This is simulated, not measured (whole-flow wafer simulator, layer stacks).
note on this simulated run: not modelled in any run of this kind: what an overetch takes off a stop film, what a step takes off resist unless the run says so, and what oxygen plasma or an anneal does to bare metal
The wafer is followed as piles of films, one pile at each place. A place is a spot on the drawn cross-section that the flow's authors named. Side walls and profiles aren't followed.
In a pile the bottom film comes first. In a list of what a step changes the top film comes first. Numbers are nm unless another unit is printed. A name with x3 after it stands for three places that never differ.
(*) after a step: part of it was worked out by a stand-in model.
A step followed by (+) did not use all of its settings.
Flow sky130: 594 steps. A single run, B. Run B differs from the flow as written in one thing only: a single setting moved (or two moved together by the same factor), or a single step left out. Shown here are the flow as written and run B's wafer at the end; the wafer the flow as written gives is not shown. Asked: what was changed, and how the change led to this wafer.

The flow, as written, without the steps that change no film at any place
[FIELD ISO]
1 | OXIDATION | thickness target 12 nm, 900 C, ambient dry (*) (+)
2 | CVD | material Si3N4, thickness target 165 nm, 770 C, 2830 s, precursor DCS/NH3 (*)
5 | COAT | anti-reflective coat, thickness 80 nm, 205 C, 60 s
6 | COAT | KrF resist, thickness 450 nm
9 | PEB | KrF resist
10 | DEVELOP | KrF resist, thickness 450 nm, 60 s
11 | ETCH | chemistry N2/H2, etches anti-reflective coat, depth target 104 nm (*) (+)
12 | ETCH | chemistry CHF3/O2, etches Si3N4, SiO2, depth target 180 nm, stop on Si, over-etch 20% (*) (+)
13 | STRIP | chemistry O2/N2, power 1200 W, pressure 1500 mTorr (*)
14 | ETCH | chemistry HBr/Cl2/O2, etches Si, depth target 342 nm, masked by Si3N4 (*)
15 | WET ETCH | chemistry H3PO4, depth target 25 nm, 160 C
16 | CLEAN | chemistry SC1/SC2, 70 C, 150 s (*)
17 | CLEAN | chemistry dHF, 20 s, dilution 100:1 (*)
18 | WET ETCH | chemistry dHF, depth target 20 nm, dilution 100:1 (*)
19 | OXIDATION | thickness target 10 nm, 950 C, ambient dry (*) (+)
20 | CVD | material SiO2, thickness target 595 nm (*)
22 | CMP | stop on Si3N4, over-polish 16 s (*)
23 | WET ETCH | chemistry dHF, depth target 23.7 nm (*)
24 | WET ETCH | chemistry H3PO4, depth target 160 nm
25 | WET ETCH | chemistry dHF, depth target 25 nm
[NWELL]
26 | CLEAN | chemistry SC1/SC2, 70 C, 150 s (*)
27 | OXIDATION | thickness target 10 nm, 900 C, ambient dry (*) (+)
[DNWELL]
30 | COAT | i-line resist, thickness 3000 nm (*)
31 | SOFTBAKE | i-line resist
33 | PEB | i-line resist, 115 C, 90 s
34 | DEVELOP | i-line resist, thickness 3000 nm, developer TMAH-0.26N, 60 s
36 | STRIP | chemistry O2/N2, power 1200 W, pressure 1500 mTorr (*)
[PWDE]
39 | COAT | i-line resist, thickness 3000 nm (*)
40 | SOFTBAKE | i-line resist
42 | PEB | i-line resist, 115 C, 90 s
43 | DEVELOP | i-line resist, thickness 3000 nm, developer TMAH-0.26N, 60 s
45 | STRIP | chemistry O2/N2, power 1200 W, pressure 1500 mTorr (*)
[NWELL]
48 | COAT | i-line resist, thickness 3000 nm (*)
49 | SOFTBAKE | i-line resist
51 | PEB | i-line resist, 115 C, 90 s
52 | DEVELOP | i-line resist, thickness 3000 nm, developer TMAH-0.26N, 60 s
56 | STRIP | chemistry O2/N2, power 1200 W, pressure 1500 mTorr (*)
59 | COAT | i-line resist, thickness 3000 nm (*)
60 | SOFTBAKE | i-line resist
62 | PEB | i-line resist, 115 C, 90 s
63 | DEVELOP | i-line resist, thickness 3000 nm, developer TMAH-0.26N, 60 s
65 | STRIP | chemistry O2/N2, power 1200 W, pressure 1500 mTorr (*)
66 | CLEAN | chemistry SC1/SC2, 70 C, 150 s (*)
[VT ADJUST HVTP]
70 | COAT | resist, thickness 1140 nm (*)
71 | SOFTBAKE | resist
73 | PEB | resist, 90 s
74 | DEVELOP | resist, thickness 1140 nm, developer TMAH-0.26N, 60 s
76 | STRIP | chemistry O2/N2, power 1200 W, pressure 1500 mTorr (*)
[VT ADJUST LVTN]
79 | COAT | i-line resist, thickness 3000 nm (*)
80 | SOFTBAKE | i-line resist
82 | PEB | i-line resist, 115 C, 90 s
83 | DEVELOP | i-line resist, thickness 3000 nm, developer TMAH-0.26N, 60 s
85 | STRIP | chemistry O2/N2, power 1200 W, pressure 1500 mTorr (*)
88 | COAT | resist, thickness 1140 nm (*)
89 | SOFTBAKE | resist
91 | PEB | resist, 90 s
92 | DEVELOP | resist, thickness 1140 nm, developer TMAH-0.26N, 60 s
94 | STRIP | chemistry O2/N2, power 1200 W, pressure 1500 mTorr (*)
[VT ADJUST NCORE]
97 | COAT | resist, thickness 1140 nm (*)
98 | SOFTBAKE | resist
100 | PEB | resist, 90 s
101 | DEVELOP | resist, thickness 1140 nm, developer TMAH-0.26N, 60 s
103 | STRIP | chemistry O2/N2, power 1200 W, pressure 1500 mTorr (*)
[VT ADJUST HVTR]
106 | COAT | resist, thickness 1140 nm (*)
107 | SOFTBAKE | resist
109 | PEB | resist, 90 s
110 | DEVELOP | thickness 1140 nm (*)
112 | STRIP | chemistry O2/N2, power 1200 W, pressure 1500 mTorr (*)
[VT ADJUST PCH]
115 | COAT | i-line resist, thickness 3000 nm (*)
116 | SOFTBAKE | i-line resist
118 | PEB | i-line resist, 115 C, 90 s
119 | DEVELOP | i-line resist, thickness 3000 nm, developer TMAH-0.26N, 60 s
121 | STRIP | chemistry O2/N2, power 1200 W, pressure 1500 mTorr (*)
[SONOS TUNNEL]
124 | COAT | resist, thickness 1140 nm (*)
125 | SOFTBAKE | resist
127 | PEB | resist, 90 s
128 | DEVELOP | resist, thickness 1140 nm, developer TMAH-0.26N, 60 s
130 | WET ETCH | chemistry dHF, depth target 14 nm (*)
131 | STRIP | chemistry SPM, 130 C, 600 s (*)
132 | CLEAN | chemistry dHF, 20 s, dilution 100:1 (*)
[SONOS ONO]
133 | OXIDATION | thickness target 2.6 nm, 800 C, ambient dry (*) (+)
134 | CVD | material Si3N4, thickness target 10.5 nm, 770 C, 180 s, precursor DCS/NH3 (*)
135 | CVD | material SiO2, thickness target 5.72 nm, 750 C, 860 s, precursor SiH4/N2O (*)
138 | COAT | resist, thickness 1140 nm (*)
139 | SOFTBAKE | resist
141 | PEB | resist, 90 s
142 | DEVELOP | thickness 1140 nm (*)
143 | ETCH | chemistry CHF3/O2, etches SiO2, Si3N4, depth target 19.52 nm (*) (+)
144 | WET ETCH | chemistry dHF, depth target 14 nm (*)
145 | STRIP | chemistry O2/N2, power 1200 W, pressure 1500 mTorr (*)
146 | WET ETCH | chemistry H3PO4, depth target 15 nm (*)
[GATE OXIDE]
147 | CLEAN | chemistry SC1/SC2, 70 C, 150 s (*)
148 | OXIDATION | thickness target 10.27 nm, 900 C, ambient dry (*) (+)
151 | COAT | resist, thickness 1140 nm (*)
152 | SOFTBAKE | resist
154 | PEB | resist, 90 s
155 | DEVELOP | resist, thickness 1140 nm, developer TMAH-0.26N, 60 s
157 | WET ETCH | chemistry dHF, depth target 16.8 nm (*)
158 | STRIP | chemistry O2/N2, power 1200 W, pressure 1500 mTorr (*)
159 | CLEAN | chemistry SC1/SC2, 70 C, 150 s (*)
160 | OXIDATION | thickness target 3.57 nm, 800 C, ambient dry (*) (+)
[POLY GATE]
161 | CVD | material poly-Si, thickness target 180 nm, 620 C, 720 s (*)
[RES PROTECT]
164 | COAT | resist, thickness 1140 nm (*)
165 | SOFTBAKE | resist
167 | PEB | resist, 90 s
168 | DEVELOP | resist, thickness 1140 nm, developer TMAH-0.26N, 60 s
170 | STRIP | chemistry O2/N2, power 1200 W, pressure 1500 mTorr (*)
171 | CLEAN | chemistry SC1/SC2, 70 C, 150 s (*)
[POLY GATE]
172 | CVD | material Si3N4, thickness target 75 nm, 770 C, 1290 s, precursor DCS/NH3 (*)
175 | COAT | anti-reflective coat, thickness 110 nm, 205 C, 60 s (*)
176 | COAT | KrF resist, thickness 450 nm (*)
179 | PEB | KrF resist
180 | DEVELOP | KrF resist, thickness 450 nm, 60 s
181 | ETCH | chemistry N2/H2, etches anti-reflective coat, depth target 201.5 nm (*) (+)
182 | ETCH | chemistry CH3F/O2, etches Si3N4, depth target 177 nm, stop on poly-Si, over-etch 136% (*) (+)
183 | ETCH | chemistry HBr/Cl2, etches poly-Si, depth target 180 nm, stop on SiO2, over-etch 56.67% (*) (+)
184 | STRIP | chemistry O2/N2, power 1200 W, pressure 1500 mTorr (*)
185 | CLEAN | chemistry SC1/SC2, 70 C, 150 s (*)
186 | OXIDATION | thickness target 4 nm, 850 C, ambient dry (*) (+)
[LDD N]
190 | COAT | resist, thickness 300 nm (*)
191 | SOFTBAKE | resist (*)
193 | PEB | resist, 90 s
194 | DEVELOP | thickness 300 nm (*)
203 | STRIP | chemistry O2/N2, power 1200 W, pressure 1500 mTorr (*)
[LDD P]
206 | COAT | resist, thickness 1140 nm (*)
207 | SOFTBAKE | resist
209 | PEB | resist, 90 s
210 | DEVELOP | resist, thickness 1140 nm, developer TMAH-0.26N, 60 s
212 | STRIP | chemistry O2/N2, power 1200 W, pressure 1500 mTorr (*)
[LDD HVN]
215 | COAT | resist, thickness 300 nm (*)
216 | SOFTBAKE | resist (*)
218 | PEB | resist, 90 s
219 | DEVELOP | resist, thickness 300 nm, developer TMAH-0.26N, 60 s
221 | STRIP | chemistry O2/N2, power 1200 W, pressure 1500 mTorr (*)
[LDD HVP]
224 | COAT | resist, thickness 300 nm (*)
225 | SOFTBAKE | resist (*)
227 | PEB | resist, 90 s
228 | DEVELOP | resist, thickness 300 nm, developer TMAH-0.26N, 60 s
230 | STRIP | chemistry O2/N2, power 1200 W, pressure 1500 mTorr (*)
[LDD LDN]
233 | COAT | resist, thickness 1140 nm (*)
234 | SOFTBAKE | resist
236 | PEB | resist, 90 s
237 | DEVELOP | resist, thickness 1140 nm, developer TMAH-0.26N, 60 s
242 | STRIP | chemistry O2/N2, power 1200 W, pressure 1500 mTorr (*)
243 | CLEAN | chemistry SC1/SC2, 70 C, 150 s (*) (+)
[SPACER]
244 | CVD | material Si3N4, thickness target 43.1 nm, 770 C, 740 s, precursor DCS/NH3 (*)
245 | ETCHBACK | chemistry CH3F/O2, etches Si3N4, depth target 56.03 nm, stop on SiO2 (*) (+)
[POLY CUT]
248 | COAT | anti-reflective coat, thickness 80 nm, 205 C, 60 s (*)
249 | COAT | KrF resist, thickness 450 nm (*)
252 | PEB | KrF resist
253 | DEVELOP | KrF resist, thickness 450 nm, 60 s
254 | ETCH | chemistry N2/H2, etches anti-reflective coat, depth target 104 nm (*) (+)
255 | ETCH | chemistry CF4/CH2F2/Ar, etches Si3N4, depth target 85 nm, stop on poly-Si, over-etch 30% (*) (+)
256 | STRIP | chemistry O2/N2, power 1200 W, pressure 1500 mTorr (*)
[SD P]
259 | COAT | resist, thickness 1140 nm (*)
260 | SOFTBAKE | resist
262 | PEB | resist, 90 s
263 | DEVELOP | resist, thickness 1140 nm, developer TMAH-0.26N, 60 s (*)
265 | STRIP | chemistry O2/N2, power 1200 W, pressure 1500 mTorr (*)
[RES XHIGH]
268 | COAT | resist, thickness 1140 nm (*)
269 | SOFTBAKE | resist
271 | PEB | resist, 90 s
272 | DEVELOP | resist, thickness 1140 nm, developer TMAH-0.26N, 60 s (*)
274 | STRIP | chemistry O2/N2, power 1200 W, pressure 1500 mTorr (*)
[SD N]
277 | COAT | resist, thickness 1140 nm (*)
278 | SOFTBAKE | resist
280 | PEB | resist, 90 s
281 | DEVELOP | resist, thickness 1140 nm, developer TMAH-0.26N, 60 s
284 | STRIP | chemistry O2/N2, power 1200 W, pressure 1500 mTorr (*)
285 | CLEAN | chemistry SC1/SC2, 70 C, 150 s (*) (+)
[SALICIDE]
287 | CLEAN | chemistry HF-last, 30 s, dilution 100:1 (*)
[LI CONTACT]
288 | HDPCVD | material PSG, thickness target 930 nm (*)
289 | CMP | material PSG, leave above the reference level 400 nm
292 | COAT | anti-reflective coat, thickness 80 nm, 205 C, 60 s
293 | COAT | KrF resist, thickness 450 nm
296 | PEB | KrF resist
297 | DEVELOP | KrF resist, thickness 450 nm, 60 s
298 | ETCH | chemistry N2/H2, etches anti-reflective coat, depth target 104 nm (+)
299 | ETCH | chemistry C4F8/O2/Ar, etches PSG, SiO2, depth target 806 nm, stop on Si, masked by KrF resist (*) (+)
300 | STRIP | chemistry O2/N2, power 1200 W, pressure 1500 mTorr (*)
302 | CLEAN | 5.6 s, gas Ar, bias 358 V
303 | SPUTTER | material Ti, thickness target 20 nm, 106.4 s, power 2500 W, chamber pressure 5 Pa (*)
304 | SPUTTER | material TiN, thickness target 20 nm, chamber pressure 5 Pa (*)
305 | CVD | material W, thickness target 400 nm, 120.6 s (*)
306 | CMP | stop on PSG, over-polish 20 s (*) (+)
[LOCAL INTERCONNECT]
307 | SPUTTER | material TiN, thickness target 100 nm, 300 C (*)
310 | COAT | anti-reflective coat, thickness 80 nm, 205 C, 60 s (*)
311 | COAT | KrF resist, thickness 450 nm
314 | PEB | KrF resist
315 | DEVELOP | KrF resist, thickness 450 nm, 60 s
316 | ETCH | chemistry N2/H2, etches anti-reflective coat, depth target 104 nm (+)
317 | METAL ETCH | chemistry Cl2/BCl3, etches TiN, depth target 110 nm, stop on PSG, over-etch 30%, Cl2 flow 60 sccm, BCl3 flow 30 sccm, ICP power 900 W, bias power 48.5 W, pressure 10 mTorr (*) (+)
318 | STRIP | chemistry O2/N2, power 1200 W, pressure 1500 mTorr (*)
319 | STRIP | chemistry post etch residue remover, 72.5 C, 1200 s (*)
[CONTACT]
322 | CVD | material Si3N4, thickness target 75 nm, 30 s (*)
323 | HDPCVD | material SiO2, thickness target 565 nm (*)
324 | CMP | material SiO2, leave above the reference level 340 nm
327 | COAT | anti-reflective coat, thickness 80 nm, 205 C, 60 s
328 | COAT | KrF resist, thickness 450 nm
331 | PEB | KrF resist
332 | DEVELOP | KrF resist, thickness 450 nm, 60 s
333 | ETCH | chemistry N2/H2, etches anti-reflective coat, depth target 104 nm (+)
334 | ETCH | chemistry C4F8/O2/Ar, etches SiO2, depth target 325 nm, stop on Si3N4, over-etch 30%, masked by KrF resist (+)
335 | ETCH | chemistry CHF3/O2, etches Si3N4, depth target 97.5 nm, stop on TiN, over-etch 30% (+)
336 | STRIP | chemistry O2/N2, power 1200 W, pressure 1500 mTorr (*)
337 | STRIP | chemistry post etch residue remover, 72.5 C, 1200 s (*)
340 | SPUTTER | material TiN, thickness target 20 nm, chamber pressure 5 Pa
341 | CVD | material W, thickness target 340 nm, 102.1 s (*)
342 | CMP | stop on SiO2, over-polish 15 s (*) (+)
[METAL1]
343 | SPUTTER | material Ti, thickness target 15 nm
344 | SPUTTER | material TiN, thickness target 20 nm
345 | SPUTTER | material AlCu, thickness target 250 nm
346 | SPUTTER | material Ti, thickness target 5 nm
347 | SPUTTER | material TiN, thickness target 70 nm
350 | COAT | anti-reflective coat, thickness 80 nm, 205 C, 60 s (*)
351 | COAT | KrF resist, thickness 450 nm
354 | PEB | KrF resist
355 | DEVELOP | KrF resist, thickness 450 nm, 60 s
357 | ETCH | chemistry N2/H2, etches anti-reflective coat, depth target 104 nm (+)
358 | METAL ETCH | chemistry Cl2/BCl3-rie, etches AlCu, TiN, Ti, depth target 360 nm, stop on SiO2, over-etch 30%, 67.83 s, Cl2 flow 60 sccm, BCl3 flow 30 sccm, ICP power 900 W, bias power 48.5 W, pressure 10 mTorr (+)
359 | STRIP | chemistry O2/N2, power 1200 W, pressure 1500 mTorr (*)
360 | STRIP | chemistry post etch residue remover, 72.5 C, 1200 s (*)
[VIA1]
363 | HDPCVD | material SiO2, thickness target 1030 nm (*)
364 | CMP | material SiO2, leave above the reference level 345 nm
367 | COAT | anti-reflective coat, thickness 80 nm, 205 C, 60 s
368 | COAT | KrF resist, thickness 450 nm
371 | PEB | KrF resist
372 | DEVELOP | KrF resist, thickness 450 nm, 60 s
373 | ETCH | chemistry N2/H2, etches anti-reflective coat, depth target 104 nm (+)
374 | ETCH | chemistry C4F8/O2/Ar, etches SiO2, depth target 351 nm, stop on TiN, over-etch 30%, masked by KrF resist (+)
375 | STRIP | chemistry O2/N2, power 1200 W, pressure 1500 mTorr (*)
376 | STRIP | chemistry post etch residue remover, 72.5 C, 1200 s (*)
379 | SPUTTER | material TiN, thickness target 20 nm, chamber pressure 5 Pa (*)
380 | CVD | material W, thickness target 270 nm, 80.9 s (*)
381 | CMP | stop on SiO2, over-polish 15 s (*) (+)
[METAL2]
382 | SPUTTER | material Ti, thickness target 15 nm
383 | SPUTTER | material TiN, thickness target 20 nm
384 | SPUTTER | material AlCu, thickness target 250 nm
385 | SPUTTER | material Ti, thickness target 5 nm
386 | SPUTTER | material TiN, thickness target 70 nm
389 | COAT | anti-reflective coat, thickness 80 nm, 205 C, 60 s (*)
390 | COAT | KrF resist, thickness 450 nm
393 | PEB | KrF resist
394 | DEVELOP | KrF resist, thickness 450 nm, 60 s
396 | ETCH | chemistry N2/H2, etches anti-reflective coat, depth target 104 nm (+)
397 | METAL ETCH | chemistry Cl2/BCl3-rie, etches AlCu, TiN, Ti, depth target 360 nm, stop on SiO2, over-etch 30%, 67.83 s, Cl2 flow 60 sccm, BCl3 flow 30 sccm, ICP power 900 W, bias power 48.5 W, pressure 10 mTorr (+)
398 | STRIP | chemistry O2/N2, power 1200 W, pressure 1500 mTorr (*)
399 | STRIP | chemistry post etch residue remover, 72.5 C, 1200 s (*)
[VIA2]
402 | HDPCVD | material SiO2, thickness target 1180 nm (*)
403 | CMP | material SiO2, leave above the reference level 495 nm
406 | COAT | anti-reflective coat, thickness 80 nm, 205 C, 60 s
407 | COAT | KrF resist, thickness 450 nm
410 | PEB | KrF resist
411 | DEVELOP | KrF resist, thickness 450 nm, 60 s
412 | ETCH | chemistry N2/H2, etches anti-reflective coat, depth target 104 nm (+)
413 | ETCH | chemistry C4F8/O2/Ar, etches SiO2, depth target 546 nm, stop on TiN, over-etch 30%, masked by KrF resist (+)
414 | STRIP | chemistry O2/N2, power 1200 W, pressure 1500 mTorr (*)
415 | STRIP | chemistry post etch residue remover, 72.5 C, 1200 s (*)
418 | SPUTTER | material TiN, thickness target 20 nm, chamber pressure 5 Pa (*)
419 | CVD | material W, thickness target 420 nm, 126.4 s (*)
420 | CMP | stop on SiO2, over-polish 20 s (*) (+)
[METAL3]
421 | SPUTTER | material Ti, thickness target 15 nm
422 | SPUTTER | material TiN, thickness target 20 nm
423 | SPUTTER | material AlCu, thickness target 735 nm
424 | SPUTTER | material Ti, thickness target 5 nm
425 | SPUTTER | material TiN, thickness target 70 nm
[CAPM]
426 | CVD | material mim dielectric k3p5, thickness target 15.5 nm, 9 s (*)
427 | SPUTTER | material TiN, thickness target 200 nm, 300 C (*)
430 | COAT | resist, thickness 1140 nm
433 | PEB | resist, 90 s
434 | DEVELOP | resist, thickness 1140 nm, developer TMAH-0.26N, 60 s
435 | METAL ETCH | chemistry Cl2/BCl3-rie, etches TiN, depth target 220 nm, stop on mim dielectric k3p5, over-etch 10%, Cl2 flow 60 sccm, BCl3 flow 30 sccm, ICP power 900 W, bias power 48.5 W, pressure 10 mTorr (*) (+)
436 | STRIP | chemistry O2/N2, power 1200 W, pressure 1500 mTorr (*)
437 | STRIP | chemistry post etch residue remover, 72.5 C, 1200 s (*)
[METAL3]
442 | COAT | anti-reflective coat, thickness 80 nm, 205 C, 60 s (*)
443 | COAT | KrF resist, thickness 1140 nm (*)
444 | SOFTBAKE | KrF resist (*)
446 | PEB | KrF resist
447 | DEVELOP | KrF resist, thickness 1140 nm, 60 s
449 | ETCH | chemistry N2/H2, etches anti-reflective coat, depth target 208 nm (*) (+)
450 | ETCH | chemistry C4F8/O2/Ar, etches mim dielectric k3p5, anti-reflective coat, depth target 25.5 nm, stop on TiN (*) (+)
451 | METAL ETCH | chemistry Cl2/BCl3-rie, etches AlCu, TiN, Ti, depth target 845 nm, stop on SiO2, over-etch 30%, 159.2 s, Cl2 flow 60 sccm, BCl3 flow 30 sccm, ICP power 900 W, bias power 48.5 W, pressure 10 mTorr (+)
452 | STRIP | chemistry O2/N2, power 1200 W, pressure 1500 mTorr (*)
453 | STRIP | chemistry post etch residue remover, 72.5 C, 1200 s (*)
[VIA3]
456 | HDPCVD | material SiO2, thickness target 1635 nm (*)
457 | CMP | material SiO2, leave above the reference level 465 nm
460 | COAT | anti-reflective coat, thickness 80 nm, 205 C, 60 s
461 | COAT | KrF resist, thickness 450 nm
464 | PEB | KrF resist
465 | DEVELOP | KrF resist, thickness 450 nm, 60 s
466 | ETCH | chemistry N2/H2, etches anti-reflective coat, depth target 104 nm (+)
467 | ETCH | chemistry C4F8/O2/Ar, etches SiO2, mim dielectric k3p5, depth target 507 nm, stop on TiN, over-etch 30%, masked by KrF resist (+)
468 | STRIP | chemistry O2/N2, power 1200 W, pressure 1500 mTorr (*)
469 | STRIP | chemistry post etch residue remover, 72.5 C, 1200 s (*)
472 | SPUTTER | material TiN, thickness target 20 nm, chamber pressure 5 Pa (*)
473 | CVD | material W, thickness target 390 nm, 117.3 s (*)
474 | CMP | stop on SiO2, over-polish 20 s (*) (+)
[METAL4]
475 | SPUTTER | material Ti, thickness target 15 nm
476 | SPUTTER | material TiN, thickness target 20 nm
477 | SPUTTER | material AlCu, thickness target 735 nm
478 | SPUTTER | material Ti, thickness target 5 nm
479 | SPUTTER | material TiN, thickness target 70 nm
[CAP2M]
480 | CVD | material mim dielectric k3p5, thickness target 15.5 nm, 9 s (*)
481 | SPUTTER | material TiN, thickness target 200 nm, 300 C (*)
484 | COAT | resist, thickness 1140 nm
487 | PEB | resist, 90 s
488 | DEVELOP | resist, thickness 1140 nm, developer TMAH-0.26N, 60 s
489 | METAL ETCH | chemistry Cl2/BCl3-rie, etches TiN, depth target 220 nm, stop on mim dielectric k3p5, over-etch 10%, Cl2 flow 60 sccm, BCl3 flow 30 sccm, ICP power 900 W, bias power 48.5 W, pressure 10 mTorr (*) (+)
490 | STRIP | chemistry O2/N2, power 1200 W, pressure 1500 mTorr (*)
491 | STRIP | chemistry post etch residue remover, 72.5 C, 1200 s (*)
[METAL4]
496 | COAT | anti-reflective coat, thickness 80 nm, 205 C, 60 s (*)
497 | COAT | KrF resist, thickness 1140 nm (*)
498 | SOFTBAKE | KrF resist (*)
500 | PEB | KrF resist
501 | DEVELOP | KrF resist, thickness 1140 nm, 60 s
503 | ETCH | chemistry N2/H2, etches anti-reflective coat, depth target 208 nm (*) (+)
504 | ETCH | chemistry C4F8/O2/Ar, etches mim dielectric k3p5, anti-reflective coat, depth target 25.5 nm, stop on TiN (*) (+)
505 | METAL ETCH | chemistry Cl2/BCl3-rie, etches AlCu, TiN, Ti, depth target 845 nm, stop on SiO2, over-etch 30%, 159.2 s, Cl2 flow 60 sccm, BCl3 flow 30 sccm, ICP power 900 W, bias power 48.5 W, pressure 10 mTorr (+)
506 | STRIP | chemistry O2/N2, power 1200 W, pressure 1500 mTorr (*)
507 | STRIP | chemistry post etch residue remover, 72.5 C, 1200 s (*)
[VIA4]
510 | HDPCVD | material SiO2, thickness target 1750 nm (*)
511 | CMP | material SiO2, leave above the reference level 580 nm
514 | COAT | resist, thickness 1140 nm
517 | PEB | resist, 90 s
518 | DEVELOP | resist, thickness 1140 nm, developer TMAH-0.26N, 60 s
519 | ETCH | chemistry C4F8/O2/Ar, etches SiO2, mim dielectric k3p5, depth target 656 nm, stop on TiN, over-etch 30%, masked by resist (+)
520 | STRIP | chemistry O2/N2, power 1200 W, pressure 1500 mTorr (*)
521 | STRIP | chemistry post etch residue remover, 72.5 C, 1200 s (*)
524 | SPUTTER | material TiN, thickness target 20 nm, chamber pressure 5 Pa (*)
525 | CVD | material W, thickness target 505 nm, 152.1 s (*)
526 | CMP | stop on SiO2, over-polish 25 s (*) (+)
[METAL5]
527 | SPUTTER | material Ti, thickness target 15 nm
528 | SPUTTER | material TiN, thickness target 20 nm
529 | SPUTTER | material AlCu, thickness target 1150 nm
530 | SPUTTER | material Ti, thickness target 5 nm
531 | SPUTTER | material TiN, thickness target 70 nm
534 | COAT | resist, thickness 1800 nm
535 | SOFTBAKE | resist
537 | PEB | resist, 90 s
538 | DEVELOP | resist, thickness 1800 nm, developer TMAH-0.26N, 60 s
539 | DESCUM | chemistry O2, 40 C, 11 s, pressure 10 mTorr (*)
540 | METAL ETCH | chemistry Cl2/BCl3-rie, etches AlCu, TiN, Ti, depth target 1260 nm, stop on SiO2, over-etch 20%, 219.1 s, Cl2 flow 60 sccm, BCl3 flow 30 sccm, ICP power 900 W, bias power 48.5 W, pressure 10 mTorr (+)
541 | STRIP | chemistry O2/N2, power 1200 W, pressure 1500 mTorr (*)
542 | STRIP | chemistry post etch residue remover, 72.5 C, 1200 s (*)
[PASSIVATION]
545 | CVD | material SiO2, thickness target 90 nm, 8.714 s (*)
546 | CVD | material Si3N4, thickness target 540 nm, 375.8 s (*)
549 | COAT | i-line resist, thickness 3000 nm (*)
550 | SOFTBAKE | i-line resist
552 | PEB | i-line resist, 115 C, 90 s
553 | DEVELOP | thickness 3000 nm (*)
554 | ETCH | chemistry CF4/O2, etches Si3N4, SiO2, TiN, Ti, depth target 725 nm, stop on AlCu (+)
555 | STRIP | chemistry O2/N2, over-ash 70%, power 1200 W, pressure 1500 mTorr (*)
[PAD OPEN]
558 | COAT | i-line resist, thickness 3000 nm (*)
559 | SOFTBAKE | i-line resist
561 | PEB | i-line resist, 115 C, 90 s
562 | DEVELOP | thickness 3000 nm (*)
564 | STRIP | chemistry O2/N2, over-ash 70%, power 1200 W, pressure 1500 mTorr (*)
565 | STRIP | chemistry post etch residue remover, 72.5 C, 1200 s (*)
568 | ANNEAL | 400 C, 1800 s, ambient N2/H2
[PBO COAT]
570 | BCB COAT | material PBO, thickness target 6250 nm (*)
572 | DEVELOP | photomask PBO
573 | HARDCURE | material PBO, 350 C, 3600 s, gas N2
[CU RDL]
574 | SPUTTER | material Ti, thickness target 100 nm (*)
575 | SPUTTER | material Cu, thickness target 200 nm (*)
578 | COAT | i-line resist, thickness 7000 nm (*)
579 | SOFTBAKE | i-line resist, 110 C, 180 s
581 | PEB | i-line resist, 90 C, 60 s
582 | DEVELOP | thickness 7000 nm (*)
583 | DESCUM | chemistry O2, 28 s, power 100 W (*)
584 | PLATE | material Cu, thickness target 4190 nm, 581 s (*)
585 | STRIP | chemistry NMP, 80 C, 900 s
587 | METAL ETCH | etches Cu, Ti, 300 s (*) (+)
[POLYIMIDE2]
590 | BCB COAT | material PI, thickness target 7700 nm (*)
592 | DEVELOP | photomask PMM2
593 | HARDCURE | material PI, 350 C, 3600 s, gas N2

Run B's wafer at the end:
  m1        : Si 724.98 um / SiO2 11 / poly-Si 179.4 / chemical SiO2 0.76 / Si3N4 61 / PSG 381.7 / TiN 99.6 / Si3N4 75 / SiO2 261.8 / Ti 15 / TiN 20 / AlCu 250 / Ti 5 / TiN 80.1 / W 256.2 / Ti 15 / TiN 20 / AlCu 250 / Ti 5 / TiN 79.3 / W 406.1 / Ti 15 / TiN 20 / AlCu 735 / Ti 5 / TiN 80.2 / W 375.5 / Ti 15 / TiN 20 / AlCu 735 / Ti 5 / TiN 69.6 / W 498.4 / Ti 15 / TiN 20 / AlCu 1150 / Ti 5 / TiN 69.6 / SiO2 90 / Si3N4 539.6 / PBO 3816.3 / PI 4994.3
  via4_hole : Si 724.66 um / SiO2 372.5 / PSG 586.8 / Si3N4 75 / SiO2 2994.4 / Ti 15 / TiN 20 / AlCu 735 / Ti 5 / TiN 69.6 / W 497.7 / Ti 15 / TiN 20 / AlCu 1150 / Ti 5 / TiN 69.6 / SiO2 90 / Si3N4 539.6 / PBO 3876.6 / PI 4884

The reason: step 524, SPUTTER: material TiN, thickness target 20 nm, chamber pressure 5 Pa (*), was not run.

How this came from the change, step by step:
  526 | CMP | stop on SiO2, over-polish 25 s (*) (+)
      field, active, n_well and 188 more: -505 W (all of it), -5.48 SiO2 (in the flow as written it would be: -505 W (all of it), -20 TiN (all of it), -5.48 SiO2)
      m1, via4_hole: -512.7 W (in the flow as written it would be: -532.7 W)
